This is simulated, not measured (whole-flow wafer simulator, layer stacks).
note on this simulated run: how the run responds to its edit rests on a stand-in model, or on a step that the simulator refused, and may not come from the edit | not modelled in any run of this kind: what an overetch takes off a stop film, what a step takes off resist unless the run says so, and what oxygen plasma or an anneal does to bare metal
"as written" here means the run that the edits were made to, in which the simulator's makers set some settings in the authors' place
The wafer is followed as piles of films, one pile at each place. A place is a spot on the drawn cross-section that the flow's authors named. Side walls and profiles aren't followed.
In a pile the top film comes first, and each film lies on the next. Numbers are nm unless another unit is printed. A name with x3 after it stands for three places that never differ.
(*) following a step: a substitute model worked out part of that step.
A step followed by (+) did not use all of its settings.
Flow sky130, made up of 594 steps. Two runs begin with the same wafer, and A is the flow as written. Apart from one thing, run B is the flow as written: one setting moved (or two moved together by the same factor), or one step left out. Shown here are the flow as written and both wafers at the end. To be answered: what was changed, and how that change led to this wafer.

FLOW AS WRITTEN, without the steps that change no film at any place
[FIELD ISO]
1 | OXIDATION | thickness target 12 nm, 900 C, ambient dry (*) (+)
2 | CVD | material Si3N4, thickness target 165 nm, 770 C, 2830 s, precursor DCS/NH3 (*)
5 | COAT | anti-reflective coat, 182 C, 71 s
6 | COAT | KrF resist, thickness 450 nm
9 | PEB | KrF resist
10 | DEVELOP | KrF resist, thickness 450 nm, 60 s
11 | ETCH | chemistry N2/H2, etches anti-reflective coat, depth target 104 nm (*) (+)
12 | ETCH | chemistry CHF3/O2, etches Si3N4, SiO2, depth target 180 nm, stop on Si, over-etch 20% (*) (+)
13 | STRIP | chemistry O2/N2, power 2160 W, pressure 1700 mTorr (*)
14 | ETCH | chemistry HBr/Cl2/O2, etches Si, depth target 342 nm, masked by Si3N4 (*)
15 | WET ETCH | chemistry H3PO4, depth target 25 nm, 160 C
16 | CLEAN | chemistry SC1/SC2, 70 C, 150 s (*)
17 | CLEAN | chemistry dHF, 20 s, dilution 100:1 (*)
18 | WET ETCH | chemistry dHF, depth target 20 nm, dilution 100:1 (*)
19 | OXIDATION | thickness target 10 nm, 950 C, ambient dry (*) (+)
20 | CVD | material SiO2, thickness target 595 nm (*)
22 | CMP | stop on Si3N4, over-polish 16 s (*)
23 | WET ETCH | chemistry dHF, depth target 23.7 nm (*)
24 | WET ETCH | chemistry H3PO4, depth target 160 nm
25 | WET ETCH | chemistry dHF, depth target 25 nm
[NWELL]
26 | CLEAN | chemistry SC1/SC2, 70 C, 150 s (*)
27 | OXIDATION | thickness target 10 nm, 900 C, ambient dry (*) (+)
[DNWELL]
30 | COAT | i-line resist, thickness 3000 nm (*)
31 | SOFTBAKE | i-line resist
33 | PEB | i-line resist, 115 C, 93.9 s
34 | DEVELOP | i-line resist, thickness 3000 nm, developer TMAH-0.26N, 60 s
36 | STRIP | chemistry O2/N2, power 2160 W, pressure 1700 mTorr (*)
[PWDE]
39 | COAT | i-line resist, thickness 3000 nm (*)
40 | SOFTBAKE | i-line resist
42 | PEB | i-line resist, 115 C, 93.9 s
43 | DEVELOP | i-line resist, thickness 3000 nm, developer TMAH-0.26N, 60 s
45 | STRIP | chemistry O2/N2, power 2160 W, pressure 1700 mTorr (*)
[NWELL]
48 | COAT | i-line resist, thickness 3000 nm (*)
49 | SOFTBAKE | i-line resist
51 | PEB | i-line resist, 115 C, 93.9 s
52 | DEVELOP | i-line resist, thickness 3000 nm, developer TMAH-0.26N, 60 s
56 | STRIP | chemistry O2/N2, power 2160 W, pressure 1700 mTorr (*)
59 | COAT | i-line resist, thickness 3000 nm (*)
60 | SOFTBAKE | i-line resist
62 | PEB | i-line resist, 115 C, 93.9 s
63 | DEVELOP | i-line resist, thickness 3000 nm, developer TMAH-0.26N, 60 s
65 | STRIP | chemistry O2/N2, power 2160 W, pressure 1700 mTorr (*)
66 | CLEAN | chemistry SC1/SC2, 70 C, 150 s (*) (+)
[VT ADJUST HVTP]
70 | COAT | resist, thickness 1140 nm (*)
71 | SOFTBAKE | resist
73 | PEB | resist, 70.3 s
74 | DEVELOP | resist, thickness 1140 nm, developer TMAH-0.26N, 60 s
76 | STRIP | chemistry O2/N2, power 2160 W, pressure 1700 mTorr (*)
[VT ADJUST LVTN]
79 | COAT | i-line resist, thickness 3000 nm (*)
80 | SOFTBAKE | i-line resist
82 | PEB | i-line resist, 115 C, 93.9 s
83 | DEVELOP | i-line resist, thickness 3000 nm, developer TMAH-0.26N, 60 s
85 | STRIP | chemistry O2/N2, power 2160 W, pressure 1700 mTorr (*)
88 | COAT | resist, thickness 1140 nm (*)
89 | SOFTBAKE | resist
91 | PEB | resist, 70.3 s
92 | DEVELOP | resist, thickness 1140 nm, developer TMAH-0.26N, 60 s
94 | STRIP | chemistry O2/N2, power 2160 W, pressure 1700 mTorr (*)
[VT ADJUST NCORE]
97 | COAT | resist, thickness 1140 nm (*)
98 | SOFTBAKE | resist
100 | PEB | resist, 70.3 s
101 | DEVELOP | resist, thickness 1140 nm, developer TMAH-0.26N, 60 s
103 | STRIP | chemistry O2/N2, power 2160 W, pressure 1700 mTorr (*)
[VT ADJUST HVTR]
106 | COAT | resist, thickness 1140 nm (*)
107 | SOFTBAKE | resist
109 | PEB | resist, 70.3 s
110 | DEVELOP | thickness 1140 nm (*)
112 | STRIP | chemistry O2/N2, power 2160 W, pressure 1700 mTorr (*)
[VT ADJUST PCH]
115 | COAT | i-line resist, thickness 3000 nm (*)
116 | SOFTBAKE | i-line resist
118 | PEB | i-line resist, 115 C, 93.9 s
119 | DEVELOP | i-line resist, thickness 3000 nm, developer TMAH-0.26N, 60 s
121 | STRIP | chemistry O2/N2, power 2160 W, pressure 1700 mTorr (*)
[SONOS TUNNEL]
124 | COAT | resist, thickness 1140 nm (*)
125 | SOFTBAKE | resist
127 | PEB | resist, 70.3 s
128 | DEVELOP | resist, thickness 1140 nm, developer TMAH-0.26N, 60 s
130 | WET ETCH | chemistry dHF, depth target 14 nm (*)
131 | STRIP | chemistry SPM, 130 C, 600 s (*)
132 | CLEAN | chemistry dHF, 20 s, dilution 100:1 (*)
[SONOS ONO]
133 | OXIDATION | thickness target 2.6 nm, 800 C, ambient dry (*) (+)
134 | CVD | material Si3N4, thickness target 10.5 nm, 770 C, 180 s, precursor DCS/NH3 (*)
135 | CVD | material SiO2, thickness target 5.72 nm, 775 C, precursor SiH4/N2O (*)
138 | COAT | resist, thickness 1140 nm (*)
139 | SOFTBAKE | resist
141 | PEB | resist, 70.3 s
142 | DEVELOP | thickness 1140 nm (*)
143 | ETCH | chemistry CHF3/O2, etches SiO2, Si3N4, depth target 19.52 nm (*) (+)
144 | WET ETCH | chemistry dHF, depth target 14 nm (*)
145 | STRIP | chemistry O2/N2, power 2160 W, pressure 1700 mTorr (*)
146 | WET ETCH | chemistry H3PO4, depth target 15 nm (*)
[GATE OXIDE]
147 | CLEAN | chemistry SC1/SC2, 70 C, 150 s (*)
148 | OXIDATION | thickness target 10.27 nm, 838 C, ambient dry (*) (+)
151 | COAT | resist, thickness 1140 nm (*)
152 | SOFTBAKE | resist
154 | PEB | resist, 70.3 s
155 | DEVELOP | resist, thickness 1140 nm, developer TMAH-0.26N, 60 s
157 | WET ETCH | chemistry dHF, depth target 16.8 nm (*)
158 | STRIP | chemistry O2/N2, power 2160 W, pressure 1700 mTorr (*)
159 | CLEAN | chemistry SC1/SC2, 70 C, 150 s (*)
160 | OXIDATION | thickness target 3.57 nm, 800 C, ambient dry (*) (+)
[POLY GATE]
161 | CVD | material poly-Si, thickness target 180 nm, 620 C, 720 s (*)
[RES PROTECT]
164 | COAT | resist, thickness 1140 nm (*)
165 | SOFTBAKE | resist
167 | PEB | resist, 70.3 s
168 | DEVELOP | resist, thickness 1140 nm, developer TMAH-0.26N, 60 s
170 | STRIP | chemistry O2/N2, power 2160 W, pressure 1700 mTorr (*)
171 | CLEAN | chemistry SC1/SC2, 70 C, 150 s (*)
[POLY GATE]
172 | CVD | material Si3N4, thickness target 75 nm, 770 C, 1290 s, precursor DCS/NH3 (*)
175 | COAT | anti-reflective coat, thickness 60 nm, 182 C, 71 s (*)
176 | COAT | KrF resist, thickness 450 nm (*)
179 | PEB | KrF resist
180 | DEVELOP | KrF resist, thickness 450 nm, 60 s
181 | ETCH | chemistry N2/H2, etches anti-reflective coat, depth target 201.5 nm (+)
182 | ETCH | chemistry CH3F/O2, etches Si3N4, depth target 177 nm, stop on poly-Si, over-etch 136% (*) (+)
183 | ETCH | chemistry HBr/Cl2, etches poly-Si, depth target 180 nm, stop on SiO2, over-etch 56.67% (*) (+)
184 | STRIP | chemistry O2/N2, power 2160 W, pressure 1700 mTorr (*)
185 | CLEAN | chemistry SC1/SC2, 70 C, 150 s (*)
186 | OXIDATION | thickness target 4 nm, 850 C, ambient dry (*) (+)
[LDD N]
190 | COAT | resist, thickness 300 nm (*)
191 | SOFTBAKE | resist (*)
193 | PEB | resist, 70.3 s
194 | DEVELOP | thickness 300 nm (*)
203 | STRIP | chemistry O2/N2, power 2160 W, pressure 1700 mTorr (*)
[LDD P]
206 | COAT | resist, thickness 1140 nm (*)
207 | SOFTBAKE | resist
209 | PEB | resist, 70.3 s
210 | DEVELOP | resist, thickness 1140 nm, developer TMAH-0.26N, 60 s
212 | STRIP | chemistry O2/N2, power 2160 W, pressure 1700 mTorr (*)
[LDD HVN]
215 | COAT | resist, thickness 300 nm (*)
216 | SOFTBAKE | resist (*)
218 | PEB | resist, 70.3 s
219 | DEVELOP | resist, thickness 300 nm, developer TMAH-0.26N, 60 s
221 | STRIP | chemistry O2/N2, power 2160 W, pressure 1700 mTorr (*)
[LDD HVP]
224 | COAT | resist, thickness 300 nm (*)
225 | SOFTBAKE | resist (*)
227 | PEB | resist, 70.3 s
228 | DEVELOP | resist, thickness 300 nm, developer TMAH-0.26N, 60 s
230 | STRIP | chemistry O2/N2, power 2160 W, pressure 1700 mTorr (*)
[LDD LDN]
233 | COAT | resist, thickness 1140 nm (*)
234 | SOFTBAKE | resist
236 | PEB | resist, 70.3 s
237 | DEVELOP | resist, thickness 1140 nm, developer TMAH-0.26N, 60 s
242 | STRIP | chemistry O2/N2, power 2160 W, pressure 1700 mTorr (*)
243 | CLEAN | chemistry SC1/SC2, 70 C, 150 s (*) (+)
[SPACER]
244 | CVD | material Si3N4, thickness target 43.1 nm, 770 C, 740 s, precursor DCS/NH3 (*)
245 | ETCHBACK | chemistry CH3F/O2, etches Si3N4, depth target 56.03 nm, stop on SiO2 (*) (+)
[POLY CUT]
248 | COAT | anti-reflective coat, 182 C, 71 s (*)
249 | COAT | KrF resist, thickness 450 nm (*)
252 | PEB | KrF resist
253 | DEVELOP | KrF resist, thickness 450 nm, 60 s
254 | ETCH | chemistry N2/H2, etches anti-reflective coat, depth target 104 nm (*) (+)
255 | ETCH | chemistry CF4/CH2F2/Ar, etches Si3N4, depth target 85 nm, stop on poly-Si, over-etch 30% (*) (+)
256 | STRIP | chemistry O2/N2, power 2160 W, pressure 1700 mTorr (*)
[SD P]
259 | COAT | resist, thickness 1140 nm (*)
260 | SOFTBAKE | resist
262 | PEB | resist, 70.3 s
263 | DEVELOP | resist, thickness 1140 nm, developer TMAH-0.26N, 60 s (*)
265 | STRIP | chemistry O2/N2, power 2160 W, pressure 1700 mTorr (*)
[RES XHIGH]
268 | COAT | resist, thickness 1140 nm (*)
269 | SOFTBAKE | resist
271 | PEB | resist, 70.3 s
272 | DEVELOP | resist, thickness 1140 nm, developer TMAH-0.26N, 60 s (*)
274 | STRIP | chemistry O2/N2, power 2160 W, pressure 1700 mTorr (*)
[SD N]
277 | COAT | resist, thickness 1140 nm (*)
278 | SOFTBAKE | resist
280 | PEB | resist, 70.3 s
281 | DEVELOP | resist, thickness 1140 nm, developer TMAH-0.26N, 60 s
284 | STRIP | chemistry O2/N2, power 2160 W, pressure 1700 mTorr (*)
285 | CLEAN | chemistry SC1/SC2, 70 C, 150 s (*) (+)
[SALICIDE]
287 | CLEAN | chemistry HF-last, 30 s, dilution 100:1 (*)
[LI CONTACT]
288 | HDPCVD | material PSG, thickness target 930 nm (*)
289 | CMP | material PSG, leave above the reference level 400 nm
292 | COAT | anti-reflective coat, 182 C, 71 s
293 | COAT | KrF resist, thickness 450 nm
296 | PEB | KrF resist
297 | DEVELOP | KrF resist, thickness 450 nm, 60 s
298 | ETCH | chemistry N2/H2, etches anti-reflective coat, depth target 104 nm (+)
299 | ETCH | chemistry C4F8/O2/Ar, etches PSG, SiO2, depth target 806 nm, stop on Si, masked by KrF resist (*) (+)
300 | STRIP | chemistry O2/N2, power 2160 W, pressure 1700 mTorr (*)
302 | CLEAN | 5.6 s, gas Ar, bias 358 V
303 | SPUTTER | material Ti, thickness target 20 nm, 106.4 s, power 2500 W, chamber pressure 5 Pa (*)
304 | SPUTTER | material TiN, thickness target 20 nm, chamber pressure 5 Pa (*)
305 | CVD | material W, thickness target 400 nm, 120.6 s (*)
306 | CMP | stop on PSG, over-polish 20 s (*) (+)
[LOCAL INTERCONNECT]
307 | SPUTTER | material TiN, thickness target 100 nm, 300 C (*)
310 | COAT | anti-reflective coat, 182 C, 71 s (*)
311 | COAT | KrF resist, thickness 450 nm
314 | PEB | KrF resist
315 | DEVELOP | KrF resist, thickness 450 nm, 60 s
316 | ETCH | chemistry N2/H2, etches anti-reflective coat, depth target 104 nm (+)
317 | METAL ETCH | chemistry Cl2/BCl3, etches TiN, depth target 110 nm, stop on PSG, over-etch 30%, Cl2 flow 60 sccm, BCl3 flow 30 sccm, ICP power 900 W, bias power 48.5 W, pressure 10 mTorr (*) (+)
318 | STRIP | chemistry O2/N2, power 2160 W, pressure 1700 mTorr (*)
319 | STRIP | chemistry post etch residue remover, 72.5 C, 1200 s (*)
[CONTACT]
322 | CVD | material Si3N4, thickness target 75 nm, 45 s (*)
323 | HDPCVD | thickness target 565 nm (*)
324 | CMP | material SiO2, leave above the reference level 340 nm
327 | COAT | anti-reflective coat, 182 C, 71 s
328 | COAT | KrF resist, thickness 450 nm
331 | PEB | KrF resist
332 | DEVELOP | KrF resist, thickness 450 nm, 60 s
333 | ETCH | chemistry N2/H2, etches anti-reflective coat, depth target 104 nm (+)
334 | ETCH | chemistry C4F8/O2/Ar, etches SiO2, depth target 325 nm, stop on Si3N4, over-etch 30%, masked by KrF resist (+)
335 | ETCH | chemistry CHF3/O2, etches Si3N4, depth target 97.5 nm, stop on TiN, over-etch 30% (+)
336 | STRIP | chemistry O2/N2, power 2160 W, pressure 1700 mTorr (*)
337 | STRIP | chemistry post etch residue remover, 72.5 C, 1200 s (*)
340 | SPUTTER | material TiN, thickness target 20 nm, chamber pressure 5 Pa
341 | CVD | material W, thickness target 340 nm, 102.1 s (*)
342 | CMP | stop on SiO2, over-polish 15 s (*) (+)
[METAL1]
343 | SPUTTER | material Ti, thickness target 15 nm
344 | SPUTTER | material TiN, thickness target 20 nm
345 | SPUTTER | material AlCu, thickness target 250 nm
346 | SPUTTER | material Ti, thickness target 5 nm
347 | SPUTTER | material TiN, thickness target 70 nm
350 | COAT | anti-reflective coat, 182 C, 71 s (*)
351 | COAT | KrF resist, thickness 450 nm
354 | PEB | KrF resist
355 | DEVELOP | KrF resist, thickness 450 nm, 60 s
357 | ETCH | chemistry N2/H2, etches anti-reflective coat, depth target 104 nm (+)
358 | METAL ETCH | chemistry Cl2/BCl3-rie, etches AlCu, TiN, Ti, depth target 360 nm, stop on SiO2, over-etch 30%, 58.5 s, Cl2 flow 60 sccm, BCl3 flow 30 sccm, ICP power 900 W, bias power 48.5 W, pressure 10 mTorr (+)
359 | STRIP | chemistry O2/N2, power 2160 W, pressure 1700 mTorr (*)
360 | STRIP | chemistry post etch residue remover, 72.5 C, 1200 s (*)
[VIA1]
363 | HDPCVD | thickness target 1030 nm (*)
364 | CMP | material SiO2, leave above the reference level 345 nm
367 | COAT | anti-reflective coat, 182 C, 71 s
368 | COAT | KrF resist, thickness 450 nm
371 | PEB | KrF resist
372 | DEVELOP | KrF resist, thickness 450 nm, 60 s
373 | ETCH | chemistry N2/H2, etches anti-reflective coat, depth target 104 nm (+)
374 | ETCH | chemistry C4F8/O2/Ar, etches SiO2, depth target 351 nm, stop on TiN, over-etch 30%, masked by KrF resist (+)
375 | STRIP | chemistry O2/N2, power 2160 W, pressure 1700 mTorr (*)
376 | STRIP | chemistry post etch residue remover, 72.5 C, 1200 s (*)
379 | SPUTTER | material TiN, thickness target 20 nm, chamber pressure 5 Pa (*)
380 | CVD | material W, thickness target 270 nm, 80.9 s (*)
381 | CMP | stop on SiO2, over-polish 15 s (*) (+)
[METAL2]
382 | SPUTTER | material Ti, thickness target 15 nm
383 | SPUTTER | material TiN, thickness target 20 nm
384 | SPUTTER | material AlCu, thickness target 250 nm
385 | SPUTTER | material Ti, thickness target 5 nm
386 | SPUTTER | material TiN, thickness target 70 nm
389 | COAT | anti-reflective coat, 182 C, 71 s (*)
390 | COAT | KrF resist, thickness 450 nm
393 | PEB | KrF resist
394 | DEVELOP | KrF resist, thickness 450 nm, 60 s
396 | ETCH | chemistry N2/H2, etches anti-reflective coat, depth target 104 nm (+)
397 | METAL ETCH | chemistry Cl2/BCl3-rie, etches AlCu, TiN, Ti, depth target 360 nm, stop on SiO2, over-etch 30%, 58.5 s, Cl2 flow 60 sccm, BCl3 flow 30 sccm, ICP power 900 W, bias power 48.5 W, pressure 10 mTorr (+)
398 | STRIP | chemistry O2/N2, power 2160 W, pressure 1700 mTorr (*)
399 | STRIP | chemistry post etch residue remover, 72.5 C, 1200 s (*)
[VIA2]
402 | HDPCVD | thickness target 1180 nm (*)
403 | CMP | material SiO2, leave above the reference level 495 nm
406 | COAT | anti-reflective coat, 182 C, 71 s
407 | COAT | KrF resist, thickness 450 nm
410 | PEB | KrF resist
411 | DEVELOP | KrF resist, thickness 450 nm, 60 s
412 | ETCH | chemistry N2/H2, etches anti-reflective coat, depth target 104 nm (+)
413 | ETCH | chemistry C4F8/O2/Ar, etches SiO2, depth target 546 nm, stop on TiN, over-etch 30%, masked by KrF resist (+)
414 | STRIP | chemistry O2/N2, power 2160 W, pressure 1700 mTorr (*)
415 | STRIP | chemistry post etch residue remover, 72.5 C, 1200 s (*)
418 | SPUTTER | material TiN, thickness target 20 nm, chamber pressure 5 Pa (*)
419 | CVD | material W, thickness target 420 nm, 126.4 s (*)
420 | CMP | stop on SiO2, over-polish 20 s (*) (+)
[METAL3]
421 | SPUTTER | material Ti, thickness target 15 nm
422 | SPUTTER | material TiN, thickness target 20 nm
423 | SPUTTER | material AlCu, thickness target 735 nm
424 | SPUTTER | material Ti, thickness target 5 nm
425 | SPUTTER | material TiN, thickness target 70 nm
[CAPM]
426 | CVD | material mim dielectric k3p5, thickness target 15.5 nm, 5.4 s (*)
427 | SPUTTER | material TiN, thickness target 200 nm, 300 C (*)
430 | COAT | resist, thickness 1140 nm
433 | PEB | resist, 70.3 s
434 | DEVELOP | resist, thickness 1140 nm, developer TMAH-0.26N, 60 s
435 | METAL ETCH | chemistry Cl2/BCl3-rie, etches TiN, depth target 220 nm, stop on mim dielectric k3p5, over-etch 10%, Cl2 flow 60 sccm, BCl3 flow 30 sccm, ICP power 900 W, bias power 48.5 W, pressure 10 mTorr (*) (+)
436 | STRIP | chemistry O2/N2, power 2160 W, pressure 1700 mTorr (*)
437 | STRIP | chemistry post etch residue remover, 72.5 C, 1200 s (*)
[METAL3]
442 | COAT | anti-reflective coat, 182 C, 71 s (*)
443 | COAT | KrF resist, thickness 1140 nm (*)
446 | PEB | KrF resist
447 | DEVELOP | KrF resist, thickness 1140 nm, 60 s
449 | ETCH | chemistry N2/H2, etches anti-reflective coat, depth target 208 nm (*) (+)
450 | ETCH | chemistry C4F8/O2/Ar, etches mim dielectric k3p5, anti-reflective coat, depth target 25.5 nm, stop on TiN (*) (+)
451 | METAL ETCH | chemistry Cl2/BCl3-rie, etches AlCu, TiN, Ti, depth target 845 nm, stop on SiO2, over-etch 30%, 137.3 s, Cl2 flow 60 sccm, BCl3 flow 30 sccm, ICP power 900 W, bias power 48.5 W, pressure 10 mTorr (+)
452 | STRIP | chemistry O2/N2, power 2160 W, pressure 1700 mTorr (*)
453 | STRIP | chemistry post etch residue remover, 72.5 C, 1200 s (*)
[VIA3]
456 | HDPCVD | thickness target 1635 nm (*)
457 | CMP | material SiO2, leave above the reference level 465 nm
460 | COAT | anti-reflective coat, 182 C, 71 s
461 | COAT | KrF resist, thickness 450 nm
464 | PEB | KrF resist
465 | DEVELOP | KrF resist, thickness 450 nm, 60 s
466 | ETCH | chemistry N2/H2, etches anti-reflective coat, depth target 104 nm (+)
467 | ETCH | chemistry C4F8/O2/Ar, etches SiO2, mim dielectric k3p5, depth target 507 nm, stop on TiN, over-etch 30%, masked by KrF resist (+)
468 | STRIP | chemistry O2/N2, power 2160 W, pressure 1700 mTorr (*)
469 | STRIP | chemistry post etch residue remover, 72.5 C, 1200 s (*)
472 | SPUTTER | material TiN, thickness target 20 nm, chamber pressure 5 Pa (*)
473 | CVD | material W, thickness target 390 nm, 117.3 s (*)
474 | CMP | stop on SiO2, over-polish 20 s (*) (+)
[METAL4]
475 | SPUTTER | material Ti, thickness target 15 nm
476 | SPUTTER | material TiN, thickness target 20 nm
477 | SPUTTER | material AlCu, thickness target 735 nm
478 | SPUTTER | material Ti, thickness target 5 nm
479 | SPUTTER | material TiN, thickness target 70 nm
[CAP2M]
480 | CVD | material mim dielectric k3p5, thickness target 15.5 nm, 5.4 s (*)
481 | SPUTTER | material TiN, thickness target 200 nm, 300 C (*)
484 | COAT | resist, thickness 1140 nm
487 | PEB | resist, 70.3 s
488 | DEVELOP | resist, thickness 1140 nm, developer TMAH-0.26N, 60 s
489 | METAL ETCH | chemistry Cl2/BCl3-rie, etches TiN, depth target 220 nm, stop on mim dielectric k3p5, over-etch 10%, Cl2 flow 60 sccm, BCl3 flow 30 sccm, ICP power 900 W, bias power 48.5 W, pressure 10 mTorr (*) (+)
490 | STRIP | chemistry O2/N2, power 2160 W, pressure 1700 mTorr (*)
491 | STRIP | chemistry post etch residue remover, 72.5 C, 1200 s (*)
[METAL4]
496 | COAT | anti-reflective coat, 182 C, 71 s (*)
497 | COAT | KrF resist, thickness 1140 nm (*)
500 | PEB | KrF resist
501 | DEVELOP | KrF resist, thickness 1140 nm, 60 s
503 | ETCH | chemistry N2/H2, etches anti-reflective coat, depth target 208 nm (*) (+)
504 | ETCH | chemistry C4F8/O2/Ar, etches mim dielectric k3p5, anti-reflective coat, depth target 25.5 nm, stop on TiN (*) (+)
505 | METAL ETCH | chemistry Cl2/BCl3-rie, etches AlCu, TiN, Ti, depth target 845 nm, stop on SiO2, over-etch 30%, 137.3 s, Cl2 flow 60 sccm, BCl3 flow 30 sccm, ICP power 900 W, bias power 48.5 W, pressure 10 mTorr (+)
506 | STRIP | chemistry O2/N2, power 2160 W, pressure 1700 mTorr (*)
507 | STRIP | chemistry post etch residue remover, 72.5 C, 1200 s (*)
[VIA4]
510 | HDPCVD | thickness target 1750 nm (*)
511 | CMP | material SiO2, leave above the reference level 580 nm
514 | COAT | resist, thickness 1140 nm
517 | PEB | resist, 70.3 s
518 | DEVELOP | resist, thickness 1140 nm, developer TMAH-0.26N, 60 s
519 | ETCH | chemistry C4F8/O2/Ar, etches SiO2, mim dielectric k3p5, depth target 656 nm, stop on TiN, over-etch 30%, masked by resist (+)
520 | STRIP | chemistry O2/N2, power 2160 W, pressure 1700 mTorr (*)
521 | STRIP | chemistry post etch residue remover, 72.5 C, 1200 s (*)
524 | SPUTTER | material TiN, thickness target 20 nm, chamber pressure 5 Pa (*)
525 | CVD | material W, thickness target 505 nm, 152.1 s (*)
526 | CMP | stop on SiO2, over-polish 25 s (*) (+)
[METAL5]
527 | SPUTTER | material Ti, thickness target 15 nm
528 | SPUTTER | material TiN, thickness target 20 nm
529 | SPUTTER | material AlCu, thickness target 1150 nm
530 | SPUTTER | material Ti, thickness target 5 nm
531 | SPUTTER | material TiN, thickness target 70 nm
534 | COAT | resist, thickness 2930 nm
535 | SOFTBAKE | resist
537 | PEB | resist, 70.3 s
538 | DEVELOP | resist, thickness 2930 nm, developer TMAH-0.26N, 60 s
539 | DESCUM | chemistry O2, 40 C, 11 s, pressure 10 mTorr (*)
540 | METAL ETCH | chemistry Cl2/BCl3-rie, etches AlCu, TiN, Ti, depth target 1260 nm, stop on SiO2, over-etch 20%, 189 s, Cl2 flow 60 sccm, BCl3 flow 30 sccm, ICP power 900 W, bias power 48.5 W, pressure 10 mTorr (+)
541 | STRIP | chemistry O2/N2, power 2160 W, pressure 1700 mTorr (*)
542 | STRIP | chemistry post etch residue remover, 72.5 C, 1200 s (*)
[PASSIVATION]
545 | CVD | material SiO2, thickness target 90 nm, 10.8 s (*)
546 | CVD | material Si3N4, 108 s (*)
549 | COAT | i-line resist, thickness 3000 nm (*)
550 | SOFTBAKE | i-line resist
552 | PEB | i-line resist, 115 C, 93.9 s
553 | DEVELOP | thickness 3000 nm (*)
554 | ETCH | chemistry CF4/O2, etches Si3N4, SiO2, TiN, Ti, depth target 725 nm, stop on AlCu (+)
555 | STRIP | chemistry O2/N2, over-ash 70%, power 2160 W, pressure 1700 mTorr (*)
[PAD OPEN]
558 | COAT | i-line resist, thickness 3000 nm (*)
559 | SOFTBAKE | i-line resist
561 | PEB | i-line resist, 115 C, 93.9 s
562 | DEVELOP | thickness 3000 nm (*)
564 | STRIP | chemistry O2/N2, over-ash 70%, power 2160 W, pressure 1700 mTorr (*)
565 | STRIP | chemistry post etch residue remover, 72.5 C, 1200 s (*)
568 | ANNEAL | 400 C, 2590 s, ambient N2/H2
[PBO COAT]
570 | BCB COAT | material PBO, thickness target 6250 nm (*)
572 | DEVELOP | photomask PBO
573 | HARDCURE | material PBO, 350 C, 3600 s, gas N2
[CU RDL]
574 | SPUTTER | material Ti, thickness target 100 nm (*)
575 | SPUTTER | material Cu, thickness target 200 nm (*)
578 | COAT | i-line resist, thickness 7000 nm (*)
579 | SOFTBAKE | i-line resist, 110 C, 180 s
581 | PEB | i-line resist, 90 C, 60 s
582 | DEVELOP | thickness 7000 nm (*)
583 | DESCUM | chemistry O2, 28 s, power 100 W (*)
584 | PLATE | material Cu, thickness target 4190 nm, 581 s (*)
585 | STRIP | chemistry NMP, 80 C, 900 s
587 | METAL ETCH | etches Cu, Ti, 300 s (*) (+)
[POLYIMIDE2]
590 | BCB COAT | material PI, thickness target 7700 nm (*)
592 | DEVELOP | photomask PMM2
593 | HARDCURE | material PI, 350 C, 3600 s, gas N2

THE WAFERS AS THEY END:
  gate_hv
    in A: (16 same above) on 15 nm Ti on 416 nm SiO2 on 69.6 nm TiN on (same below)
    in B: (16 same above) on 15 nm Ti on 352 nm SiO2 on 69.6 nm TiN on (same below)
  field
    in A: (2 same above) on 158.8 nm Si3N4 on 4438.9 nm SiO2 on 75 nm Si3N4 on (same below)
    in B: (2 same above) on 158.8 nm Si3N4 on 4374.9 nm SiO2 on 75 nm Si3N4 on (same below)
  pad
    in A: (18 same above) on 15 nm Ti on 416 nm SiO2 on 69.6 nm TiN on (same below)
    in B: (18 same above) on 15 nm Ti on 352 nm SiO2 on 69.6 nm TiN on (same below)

What caused this: step 403, CMP: leave above the reference level 431 nm was run, while the flow as written has leave above the reference level 495 nm.

How this came from the change, step by step:
  403 | CMP | material SiO2, leave above the reference level 495 nm
      n_well, p_well, gate_hv and 101 more: A -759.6 SiO2 | B -823.6 SiO2
      field, active, gate and 82 more: A -389.1 SiO2 | B -453.1 SiO2
      (and at 2 other places as well)
  413 | ETCH | chemistry C4F8/O2/Ar, etches SiO2, depth target 546 nm, stop on TiN, over-etch 30%, masked by KrF resist (+)
      field, active, n_well and 186 more: A -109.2 KrF resist | B -92.6 KrF resist
      m1: A -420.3 SiO2 (all of it) | B -356.3 SiO2 (all of it)
      (and at 1 other place as well)
  414 | STRIP | chemistry O2/N2, power 2160 W, pressure 1700 mTorr (*)
      field, active, n_well and 186 more: A -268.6 KrF resist (all of it), -80 anti-reflective coat (all of it) | B -285.2 KrF resist (all of it), -80 anti-reflective coat (all of it)
  418 | SPUTTER | material TiN, thickness target 20 nm, chamber pressure 5 Pa (*)
      m1, via2_hole: A +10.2 TiN | B +11 TiN
  419 | CVD | material W, thickness target 420 nm, 126.4 s (*)
      m1: A +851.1 W (new film) | B +786.3 W (new film)
      via2_hole: A +850.7 W (new film) | B +785.8 W (new film)
